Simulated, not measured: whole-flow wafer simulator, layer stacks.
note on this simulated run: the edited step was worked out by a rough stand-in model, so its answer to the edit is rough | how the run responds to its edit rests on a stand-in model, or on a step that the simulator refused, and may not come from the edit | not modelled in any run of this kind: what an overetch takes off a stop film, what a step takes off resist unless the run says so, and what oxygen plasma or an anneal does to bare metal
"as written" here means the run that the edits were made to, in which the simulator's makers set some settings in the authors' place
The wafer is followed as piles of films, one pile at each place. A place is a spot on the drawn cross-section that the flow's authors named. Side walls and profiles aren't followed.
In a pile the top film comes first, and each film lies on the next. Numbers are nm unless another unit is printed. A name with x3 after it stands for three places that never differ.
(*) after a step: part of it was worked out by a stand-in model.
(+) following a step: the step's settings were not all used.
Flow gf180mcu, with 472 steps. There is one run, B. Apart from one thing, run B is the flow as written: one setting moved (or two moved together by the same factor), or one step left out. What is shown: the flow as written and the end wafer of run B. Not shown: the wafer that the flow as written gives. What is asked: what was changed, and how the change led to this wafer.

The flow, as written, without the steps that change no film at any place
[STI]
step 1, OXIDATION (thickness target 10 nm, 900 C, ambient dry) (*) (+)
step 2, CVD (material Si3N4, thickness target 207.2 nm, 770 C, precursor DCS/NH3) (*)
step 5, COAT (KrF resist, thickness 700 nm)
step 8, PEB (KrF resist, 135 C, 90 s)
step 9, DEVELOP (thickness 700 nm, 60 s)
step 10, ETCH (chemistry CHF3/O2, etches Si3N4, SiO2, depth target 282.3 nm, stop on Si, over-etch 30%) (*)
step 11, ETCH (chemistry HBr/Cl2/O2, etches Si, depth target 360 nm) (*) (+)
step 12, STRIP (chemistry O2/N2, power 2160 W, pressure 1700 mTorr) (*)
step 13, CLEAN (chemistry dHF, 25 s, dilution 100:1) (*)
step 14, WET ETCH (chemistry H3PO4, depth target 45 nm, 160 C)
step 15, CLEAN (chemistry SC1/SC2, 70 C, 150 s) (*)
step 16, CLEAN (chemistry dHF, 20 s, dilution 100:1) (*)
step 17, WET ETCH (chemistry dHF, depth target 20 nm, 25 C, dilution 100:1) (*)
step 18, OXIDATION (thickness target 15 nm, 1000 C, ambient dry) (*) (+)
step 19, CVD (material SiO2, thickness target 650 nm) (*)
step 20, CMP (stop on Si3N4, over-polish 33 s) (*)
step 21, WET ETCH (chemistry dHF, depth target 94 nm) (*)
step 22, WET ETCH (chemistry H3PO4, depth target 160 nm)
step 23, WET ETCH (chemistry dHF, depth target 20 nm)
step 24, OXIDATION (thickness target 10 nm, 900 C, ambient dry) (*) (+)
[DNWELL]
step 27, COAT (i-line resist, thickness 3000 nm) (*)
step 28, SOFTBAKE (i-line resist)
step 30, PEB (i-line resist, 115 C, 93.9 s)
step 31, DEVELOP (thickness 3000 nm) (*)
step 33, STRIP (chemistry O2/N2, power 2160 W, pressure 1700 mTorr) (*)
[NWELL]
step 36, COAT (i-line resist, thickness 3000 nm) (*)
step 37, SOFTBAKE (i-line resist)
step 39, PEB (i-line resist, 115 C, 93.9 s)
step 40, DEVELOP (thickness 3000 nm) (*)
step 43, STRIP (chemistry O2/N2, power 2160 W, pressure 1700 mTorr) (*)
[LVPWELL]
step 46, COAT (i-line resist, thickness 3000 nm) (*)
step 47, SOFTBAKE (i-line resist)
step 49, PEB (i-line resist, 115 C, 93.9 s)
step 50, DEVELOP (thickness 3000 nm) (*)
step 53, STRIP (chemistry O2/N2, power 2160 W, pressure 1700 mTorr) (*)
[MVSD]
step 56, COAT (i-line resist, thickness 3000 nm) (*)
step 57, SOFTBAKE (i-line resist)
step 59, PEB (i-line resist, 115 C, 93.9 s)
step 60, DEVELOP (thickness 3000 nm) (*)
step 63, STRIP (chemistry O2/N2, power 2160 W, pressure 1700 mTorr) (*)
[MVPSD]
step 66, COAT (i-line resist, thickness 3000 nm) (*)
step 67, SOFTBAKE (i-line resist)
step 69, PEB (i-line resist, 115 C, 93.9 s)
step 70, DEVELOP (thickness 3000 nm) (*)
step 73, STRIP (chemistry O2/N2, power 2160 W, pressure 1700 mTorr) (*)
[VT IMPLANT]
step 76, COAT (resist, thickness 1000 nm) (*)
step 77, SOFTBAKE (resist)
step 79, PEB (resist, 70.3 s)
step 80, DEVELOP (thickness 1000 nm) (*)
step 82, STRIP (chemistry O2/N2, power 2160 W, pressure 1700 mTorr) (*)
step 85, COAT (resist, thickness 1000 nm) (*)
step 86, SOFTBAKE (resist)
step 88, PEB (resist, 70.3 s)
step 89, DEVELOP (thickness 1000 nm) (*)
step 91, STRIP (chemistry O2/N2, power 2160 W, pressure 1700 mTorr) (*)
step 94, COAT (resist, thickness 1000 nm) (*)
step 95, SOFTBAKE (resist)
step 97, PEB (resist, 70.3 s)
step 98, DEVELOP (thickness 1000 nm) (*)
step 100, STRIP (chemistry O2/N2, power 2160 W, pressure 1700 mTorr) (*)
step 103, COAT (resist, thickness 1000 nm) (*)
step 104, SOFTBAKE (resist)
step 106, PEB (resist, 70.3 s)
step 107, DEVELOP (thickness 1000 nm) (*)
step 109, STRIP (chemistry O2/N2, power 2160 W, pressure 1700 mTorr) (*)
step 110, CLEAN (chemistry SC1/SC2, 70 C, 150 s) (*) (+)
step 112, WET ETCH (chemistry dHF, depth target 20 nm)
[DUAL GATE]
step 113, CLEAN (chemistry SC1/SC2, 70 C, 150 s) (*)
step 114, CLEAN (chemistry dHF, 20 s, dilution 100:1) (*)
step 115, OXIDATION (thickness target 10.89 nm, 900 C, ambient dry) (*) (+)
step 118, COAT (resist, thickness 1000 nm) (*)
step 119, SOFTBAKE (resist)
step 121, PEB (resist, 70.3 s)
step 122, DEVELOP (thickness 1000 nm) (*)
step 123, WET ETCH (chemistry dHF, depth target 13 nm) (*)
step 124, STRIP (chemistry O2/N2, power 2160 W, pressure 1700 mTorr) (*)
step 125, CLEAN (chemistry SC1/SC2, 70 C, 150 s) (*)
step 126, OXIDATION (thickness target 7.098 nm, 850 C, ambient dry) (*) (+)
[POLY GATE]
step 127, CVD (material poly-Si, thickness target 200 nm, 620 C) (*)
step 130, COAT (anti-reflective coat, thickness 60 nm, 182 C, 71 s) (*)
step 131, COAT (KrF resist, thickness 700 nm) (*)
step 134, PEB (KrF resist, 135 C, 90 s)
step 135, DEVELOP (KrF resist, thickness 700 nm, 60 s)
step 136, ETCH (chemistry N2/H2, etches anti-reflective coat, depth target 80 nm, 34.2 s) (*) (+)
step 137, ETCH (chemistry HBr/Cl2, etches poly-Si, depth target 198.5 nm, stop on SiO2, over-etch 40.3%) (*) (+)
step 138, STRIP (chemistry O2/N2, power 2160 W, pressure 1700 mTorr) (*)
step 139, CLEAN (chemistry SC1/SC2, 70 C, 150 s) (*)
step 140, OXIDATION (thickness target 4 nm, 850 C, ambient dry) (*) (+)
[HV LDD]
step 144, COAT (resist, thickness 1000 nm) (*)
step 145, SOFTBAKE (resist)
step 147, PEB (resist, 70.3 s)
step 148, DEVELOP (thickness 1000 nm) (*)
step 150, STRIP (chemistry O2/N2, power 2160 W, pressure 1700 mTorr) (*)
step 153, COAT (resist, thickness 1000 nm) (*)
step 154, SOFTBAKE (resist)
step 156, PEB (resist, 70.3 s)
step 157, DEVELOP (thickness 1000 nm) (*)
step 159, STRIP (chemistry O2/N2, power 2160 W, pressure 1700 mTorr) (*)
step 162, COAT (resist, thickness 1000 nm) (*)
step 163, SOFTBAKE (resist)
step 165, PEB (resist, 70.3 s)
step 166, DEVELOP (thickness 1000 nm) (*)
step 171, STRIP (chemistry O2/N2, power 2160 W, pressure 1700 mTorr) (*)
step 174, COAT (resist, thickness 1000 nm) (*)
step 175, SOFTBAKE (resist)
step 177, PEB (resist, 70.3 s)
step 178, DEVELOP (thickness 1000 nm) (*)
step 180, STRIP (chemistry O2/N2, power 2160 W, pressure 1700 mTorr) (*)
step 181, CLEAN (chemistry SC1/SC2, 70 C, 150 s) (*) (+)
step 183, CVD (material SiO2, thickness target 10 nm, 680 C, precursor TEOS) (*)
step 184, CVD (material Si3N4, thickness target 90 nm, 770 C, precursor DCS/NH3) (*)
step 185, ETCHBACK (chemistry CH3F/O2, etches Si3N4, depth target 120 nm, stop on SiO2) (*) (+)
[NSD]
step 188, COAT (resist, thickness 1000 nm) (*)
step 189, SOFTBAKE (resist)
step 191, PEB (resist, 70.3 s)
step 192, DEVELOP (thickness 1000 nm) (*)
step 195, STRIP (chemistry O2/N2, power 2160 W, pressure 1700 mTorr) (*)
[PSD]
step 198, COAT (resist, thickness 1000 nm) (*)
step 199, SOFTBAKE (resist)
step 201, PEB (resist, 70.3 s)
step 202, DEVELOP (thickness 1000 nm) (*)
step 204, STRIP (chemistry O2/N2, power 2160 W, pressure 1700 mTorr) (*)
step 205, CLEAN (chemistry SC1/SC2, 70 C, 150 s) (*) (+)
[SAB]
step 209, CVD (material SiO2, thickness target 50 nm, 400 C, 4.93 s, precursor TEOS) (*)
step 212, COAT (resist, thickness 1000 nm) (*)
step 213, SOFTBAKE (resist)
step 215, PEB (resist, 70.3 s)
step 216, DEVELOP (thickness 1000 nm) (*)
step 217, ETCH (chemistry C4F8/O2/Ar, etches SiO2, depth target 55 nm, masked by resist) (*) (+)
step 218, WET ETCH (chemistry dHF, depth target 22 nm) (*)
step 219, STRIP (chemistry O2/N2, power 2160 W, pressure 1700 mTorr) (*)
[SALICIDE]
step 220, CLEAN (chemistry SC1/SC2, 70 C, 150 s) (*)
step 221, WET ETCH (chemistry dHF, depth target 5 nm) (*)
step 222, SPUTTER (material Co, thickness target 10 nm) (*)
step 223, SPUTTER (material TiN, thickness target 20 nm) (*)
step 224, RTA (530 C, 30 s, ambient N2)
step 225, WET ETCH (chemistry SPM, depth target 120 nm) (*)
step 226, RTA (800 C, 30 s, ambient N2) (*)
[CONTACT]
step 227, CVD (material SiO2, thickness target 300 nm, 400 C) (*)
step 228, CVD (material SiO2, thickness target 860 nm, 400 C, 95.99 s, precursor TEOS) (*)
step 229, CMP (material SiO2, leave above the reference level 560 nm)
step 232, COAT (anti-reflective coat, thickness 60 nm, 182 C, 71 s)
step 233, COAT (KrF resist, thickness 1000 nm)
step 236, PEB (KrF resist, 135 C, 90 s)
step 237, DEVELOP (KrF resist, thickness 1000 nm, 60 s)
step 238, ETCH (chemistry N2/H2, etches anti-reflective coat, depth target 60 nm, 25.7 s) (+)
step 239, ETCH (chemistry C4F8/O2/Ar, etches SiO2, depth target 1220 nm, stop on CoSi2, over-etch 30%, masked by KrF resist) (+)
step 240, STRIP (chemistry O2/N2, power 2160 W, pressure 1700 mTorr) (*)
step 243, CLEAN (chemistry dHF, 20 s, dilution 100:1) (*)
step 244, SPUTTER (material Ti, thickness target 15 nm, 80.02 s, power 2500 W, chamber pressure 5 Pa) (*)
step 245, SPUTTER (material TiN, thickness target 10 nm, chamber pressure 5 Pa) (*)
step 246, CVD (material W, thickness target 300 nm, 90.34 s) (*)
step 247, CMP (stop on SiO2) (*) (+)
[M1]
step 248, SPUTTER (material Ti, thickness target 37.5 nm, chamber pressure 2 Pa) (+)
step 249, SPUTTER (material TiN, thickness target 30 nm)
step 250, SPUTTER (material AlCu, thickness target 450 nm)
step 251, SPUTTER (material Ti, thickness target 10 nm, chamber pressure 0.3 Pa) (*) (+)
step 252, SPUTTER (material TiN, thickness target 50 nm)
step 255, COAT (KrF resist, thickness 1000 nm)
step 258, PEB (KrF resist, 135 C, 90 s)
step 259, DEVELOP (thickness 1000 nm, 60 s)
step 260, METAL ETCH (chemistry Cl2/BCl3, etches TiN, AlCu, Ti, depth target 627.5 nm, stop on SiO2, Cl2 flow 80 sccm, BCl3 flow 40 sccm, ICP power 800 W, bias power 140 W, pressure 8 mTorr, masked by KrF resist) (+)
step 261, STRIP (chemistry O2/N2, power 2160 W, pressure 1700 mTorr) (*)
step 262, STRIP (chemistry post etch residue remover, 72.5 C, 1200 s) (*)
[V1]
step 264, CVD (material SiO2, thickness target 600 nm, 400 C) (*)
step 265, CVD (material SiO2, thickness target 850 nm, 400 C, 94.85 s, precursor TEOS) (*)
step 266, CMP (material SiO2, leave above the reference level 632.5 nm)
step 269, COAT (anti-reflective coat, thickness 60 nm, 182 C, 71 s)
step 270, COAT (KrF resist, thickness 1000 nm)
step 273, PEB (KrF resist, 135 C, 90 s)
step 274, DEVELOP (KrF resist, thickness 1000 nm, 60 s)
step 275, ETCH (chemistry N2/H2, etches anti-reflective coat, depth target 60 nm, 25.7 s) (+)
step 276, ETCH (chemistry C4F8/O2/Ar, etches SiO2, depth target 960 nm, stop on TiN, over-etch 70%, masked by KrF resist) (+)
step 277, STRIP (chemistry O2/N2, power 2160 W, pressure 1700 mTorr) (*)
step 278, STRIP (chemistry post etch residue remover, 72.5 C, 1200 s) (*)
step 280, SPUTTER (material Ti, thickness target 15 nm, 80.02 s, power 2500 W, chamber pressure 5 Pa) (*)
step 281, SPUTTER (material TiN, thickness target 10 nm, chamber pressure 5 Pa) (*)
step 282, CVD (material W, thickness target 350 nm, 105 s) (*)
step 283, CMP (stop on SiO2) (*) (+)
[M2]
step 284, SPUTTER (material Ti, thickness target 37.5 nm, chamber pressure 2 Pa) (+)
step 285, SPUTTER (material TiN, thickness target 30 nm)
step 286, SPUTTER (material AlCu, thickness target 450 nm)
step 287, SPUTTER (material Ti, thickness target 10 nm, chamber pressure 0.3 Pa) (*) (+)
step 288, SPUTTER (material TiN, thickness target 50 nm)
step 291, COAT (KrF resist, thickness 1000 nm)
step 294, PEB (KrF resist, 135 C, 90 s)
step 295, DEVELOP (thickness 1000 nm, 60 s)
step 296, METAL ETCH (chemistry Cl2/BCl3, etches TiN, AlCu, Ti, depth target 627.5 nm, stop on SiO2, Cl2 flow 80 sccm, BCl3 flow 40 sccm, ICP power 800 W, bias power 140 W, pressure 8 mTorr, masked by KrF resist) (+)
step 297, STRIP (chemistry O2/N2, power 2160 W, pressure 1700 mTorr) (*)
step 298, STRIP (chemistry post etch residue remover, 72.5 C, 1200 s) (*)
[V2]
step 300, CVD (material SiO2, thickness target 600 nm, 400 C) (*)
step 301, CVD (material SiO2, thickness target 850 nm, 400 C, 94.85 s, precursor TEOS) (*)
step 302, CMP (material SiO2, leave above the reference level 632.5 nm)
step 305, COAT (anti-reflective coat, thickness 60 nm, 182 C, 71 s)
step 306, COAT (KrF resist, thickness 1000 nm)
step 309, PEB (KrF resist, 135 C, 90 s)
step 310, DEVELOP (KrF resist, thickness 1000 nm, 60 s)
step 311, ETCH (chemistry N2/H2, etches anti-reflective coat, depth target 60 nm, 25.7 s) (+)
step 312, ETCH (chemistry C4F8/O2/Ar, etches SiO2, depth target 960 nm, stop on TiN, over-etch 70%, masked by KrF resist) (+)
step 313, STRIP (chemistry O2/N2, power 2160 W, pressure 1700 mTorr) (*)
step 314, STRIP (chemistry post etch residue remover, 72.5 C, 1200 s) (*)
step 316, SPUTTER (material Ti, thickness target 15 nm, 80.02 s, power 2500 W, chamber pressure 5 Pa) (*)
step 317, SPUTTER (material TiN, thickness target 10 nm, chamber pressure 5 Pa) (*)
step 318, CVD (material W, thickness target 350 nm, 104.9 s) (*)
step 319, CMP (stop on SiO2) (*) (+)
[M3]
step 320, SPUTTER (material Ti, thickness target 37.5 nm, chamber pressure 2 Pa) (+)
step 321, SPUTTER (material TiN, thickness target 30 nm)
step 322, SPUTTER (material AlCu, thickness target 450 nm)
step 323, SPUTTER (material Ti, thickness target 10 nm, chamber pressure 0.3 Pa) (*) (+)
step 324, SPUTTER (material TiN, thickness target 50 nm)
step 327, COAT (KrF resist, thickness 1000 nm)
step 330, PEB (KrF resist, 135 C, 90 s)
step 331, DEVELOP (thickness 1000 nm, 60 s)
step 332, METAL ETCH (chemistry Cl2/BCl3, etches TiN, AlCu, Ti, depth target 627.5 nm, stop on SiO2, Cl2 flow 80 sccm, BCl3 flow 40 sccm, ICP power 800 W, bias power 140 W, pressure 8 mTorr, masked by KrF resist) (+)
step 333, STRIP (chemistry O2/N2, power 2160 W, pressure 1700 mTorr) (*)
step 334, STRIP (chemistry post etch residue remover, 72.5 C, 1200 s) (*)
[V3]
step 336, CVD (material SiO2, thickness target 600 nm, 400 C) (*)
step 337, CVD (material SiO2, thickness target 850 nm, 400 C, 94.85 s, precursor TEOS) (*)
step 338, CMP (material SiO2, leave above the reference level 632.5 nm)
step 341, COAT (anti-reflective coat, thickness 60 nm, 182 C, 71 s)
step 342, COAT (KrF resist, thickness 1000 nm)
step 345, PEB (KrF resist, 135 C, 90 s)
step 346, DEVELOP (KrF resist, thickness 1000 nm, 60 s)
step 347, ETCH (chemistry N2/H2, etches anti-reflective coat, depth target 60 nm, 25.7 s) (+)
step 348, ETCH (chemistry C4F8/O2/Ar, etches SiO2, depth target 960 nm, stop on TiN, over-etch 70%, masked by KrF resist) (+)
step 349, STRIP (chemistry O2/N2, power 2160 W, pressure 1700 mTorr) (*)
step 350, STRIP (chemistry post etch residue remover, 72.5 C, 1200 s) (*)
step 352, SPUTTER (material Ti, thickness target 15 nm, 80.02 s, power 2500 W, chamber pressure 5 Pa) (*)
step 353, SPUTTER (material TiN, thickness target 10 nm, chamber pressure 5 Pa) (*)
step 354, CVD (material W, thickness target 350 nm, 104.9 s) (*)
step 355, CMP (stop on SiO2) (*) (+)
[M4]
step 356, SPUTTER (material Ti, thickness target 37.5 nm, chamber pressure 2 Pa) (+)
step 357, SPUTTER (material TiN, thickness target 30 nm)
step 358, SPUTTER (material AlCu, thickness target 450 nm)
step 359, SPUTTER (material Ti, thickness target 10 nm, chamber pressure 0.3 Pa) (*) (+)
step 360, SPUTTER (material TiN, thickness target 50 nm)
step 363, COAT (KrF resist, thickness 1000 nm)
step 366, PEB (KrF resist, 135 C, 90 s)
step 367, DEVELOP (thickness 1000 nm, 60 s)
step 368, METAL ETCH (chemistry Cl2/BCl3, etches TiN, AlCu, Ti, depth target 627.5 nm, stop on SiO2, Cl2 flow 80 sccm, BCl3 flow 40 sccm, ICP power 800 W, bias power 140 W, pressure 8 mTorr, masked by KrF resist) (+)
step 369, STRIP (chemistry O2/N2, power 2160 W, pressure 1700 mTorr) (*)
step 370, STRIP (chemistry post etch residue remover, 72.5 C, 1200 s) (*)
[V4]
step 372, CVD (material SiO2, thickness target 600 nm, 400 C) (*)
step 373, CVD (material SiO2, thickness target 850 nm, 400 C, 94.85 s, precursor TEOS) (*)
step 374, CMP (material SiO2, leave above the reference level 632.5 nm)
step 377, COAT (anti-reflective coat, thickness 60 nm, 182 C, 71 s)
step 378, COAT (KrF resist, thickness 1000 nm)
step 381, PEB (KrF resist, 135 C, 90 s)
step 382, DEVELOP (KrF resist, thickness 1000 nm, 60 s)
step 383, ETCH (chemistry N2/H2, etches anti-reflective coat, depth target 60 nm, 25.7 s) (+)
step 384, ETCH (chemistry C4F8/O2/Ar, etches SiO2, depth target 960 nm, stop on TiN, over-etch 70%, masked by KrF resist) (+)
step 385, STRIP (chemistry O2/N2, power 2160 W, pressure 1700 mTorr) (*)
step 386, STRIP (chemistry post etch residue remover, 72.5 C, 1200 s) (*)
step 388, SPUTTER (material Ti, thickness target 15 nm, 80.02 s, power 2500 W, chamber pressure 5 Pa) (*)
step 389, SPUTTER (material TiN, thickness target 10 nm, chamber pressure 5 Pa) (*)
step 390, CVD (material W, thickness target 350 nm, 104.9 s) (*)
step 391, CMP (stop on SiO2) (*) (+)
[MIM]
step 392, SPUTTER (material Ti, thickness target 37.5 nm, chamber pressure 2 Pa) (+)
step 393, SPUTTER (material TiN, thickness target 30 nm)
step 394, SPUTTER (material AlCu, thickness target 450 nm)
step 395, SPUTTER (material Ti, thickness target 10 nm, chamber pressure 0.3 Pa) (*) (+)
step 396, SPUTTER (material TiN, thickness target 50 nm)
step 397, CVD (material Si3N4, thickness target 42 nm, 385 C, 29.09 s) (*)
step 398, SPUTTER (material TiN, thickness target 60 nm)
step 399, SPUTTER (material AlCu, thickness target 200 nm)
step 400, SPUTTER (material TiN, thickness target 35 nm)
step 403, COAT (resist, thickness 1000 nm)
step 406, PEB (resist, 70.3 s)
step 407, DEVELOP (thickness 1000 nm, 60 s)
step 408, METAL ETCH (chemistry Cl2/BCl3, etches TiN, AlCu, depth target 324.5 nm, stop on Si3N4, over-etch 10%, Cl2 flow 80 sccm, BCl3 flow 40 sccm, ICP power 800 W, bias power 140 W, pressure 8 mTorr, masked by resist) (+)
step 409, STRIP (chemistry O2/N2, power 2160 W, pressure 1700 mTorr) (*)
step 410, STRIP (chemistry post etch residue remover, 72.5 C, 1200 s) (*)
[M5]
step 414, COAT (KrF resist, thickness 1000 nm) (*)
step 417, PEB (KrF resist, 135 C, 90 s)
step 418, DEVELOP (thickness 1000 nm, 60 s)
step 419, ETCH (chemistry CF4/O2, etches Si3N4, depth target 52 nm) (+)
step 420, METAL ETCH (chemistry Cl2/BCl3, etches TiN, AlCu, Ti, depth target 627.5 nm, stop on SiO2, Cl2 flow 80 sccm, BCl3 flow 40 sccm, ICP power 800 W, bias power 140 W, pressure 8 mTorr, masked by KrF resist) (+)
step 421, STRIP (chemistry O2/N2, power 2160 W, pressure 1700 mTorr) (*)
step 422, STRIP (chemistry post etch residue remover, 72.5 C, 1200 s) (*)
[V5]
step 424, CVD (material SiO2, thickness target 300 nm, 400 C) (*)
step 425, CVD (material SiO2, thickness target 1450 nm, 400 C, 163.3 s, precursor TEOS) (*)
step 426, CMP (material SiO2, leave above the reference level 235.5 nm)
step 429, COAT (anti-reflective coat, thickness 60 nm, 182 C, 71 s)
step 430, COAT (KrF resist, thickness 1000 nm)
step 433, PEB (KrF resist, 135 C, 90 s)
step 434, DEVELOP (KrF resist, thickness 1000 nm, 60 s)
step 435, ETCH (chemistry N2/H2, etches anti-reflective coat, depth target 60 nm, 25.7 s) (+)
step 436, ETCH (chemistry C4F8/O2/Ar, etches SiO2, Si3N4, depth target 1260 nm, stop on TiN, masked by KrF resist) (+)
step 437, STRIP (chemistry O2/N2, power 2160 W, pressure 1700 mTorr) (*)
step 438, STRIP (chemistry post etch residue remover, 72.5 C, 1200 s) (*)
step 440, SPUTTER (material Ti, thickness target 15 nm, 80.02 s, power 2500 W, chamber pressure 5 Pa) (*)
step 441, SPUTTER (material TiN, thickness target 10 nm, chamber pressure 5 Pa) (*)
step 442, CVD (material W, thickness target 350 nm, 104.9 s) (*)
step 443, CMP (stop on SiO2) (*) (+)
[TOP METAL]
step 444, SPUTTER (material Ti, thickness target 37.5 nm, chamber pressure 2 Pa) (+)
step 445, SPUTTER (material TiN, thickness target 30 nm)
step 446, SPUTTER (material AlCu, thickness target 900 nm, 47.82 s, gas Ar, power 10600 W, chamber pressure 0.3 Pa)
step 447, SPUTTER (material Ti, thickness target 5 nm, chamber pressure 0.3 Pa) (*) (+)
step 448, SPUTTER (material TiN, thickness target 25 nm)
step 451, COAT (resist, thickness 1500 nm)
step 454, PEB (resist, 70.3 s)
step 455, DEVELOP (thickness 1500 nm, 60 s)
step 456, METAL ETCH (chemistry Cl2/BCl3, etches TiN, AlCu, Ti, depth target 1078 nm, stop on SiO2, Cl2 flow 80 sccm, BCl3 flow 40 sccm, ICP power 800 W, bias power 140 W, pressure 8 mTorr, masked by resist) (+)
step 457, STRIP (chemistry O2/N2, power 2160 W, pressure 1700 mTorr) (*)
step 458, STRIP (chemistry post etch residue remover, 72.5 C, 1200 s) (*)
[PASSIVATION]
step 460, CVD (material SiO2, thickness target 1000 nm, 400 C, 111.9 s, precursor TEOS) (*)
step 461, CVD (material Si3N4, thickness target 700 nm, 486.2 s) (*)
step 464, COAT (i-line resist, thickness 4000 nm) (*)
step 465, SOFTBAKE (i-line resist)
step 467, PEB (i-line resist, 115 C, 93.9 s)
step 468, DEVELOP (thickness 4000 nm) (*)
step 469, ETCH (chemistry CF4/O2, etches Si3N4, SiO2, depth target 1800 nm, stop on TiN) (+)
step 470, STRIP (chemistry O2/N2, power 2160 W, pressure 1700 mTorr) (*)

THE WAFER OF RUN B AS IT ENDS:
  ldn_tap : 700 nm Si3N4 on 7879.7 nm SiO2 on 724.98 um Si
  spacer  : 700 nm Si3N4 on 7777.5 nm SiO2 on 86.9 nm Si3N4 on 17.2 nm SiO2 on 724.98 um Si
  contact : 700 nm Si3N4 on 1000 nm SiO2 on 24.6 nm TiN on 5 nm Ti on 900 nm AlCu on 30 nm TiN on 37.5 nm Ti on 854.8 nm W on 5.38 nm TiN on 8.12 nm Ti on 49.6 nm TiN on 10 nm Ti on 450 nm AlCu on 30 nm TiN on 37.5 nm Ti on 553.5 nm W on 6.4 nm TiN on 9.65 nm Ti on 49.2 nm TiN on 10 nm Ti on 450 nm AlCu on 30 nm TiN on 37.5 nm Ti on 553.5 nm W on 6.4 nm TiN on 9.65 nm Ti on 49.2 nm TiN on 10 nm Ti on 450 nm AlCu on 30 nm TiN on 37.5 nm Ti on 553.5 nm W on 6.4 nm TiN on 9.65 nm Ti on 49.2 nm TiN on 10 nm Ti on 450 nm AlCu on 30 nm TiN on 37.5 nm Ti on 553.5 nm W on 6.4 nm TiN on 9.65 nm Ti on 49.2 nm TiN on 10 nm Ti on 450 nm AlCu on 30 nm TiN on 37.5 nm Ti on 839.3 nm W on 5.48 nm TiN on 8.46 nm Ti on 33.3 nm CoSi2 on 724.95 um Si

The reason: step 218, WET ETCH: depth target 12.1 nm was run, though the flow has depth target 22 nm.

Step by step, how the change led to this:
  step 218, WET ETCH (chemistry dHF, depth target 22 nm) (*)
      ldn_tap, ldn_src, ldn_drn, ldp_tap, ldp_src, ldp_drn, ldp_gr: SiO2 loses 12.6 (it would be, as written: SiO2 loses 16 (all of it))
      ld_drn_n, ld_sd_p: SiO2 loses 12.3 (it would be, as written: SiO2 loses 14.8 (all of it))
      (also at 55 further places)
  step 219, STRIP (chemistry O2/N2, power 2160 W, pressure 1700 mTorr) (*)
      active_hv, active_nat, ld_sd_n and 10 more: nothing (it would be, as written: chemical SiO2 gains 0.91 (new film), Si loses 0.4)
  step 221, WET ETCH (chemistry dHF, depth target 5 nm) (*)
      ldn_tap, ldn_src, ldn_drn, ldp_tap, ldp_src, ldp_drn, ldp_gr: SiO2 loses 2.51 (it would be, as written: chemical SiO2 loses 0.76 (all of it))
      ld_drn_n, ld_sd_p: SiO2 loses 2.14 (all of it) (it would be, as written: chemical SiO2 loses 0.76 (all of it))
      (also at 4 further places)
  step 223, SPUTTER (material TiN, thickness target 20 nm) (*)
      field__w12: TiN gains 12.6 (new film) (it would be, as written: TiN gains 12 (new film))
      ld_sd_n: TiN gains 16.2 (new film) (it would be, as written: TiN gains 15.5 (new film))
  step 224, RTA (530 C, 30 s, ambient N2)
      ldn_tap, ldn_src, ldn_drn, ldp_tap, ldp_src, ldp_drn, ldp_gr: nothing (it would be, as written: under 1 film: CoSi gains 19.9 (new film), Co loses 10 (all of it), Si loses 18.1)
  step 225, WET ETCH (chemistry SPM, depth target 120 nm) (*)
      ldn_tap, ldn_src, ldn_drn, ldp_tap, ldp_src, ldp_drn, ldp_gr: TiN loses 20 (all of it), Co loses 10 (all of it) (it would be, as written: TiN loses 20 (all of it))
      field__w12: TiN loses 12.6 (all of it), Co loses 6.36 (all of it) (it would be, as written: TiN loses 12 (all of it), Co loses 6.15 (all of it))
      (also at 1 further place)
  step 226, RTA (800 C, 30 s, ambient N2) (*)
      ldn_tap, ldn_src, ldn_drn, ldp_tap, ldp_src, ldp_drn, ldp_gr: nothing (it would be, as written: CoSi2 gains 35 (new film), CoSi loses 19.9 (all of it), Si loses 18.1)
      ld_sd_p: CoSi2 gains 29.1 (new film), CoSi loses 16.5 (all of it), Si loses 15.1 (it would be, as written: CoSi2 gains 28.4 (new film), CoSi loses 16.1 (all of it), Si loses 14.7)
  step 227, CVD (material SiO2, thickness target 300 nm, 400 C) (*)
      ldn_tap, ldn_src, ldn_drn, ldp_tap, ldp_src, ldp_drn, ldp_gr: SiO2 gains 300 (it would be, as written: SiO2 gains 300 (new film))
  step 229, CMP (material SiO2, leave above the reference level 560 nm)
      ldn_sep__w1, ldn_sep__w2, ldn_dft and 8 more: SiO2 loses 321.9 (it would be, as written: SiO2 loses 311)
      sti, mim_1p0, pad, dice_street, iso_nw_fld, iso_fld_sub: SiO2 loses 307.7 (it would be, as written: SiO2 loses 296.8)
      (also at 34 further places)
With metal films that touch counted as one body, ldn_tap has 0 bodies; the flow as written gives 1 body.
